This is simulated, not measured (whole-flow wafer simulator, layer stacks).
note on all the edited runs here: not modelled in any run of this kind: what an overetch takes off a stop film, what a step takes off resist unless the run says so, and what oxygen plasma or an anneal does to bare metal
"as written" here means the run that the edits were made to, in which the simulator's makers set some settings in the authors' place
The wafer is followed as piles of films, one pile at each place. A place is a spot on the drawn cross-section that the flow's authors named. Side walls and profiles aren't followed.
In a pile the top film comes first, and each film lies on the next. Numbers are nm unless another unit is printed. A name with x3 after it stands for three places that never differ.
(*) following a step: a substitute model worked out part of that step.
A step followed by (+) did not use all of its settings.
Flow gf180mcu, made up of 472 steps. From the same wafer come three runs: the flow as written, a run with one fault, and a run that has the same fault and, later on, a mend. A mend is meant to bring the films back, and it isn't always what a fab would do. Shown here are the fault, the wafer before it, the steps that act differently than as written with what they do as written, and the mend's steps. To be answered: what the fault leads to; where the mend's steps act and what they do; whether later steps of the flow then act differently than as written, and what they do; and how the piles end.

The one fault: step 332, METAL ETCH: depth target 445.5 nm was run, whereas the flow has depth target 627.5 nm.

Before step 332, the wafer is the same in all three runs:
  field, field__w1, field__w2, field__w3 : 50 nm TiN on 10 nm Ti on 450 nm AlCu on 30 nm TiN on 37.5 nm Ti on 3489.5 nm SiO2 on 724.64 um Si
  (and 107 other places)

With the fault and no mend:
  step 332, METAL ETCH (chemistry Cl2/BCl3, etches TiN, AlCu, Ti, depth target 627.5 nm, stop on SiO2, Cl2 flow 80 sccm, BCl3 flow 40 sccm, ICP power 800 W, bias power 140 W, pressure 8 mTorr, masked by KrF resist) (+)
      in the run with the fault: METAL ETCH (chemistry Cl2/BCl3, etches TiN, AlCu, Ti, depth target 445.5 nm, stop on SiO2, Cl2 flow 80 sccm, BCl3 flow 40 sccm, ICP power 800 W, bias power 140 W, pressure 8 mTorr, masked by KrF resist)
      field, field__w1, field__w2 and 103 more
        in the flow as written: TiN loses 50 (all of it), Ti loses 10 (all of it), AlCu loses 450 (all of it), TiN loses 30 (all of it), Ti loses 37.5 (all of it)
        in the run with the fault: TiN loses 50 (all of it), Ti loses 10 (all of it), AlCu loses 385.5
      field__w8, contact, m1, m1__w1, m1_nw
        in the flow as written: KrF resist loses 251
        in the run with the fault: KrF resist loses 178.2
  Steps later in the flow that act otherwise than as written:
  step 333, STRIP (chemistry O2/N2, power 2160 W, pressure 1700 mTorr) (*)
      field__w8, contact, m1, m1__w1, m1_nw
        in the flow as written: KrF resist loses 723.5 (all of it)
        in the run with the fault: KrF resist loses 796.3 (all of it)
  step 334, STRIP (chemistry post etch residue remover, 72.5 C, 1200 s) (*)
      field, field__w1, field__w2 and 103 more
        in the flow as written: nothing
        in the run with the fault: AlCu loses 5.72
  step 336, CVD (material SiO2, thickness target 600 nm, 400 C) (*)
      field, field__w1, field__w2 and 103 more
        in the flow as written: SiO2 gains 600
        in the run with the fault: SiO2 gains 600 (new film)
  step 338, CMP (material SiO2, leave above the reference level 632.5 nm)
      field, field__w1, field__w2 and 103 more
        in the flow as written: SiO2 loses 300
        in the run with the fault: SiO2 loses 426.3
  The piles end different from the flow's at field, field__w1, field__w2 and 104 more by more than 2% or 0.5 nm, whichever is larger.
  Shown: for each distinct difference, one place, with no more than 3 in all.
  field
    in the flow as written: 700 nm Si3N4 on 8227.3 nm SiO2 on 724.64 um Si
    in the run with the fault: 700 nm Si3N4 on 4611.5 nm SiO2 on 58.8 nm AlCu on 30 nm TiN on 37.5 nm Ti on 3489.5 nm SiO2 on 724.64 um Si
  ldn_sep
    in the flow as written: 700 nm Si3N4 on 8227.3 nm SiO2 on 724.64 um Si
    in the run with the fault: 700 nm Si3N4 on 4611.5 nm SiO2 on 58.8 nm AlCu on 30 nm TiN on 37.5 nm Ti on 3489.4 nm SiO2 on 724.64 um Si
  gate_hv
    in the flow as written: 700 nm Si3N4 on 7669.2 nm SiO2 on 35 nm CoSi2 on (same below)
    in the run with the fault: 700 nm Si3N4 on 4611.5 nm SiO2 on 58.8 nm AlCu on 30 nm TiN on 37.5 nm Ti on 2931.3 nm SiO2 on 35 nm CoSi2 on (same below)

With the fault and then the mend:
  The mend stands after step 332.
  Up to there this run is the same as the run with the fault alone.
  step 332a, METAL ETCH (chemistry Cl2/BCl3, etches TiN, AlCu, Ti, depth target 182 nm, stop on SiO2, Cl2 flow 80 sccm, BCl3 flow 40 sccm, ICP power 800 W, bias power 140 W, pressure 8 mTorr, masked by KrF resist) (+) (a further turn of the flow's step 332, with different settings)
      field, field__w1, field__w2 and 103 more
        AlCu loses 64.5 (all of it), TiN loses 30 (all of it), Ti loses 37.5 (all of it)
      field__w8, contact, m1, m1__w1, m1_nw
        KrF resist loses 72.8
  Later steps of the flow that are run all act as written at every place that is followed.
  The piles end the same as the flow's at every place that both follow.
